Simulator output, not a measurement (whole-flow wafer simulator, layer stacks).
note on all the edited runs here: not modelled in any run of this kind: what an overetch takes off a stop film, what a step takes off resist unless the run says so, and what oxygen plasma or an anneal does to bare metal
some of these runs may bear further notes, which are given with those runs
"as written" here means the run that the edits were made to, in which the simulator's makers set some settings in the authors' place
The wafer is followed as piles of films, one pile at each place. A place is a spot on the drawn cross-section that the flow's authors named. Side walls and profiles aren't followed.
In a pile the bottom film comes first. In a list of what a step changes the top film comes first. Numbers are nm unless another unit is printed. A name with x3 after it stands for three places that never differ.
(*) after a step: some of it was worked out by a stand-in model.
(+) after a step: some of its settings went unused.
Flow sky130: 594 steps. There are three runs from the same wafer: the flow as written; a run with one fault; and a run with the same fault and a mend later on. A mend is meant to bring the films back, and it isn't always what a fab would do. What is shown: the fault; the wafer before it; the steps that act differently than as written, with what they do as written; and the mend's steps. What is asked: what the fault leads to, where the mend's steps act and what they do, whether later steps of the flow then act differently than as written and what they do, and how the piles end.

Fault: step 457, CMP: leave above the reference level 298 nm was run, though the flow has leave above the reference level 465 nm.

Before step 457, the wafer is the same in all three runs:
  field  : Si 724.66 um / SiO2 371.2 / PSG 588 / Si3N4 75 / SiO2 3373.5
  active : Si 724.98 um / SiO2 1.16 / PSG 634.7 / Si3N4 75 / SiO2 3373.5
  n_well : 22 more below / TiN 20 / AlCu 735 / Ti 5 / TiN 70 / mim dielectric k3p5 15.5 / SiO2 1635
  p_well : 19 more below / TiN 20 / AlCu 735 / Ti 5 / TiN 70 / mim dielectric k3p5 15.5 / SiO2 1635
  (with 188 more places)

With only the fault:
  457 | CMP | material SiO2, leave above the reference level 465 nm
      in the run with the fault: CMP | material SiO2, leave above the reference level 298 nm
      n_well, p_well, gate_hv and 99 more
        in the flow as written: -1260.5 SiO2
        in the run with the fault: -1427.5 SiO2
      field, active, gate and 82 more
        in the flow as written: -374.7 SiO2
        in the run with the fault: -541.7 SiO2
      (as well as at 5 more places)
  Later steps of the flow acting differently than as written:
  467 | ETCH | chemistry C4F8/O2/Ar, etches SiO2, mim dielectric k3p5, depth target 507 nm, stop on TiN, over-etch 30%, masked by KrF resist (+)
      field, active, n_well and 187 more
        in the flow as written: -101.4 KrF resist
        in the run with the fault: -58 KrF resist
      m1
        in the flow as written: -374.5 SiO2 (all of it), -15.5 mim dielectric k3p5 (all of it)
        in the run with the fault: -207.5 SiO2 (all of it), -15.5 mim dielectric k3p5 (all of it)
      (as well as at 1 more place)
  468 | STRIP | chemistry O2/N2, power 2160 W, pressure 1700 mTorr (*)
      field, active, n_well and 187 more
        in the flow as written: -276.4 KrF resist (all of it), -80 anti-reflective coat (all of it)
        in the run with the fault: -319.8 KrF resist (all of it), -80 anti-reflective coat (all of it)
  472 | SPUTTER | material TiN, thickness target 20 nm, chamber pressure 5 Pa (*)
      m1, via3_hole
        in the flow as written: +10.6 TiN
        in the run with the fault: +13.1 TiN
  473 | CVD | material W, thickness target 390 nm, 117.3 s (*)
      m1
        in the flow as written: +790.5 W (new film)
        in the run with the fault: +620.9 W (new film)
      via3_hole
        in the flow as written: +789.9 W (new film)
        in the run with the fault: +620.3 W (new film)
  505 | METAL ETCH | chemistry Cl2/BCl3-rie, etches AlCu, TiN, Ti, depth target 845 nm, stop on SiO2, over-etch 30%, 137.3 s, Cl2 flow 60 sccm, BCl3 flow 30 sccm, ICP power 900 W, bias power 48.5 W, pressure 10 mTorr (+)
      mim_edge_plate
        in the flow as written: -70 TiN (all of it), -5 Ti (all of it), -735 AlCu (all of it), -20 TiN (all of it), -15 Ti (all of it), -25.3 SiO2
        in the run with the fault: -70 TiN (all of it), -5 Ti (all of it), -735 AlCu (all of it), -20 TiN (all of it), -15 Ti (all of it), -3.94 SiO2 (all of it), -199.2 TiN (all of it), -2.13 mim dielectric k3p5
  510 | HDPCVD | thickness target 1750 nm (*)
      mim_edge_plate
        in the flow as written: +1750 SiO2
        in the run with the fault: +1750 SiO2 (new film)
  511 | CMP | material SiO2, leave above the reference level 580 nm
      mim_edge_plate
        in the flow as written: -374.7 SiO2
        in the run with the fault: -194.8 SiO2
  At field, active, n_well and 190 more, the piles at the end differ from the flow's by more than 2% or 0.5 nm, whichever is larger.
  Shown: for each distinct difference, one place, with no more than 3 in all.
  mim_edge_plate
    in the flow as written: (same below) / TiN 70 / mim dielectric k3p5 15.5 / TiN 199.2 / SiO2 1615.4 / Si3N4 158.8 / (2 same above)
    in the run with the fault: (same below) / TiN 70 / mim dielectric k3p5 13.4 / SiO2 1649.7 / Si3N4 158.8 / (2 same above)
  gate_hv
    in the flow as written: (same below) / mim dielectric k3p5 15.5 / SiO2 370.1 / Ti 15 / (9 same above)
    in the run with the fault: (same below) / mim dielectric k3p5 15.5 / SiO2 203.1 / Ti 15 / (9 same above)
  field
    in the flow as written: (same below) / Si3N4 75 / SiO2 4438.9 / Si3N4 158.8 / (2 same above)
    in the run with the fault: (same below) / Si3N4 75 / SiO2 4271.9 / Si3N4 158.8 / (2 same above)

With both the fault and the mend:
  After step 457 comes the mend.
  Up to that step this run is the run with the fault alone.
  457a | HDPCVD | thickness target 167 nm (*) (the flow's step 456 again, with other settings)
      field, active, n_well and 189 more
        +167 SiO2
  Every later step of the flow that is run acts as written, at every place that is followed, to within 2% or 0.5 nm, whichever is larger.
  The piles end the same as the flow's at every place that both follow.
